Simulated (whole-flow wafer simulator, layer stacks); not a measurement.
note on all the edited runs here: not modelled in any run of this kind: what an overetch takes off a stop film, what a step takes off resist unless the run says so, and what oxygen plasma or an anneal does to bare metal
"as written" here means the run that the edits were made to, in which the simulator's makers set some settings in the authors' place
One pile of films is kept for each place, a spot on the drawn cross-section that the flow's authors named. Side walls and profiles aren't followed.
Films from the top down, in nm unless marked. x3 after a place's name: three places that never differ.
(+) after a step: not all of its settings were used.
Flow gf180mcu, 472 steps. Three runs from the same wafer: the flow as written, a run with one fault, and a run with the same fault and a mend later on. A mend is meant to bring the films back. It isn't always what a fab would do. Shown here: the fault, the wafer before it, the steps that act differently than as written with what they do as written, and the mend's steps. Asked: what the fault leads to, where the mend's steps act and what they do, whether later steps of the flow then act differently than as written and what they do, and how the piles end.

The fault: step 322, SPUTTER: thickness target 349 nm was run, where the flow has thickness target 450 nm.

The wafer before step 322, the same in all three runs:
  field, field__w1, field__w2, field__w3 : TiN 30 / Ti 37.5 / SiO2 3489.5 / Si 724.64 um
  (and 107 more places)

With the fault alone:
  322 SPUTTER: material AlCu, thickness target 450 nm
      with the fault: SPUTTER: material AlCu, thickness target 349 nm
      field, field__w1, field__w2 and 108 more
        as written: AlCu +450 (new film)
        with the fault: AlCu +349 (new film)
  Later steps of the flow that act differently than as written:
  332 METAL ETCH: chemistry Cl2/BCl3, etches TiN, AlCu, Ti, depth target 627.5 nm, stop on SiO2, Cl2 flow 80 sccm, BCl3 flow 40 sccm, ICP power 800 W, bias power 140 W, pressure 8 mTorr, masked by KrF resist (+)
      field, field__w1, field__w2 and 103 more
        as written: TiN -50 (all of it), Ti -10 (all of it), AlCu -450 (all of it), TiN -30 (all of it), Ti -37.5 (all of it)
        with the fault: TiN -50 (all of it), Ti -10 (all of it), AlCu -349 (all of it), TiN -30 (all of it), Ti -37.5 (all of it)
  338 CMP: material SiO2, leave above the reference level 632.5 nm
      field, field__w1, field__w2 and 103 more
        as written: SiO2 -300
        with the fault: SiO2 -401
  At the end the piles differ from the flow's by more than 2% or 0.5 nm, whichever is larger, at field__w8, contact, m1, m1__w1, m1_nw.
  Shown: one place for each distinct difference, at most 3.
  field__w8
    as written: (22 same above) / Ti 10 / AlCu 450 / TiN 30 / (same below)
    with the fault: (22 same above) / Ti 10 / AlCu 349 / TiN 30 / (same below)
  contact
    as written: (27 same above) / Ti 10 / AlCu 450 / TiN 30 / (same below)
    with the fault: (27 same above) / Ti 10 / AlCu 349 / TiN 30 / (same below)

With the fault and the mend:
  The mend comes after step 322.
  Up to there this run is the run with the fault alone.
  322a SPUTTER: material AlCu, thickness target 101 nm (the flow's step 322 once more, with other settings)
      field, field__w1, field__w2 and 108 more
        AlCu +101
  No later step of the flow acts differently than as written at any place that is followed.
  At the end the piles are the same as the flow's at every place that both follow.
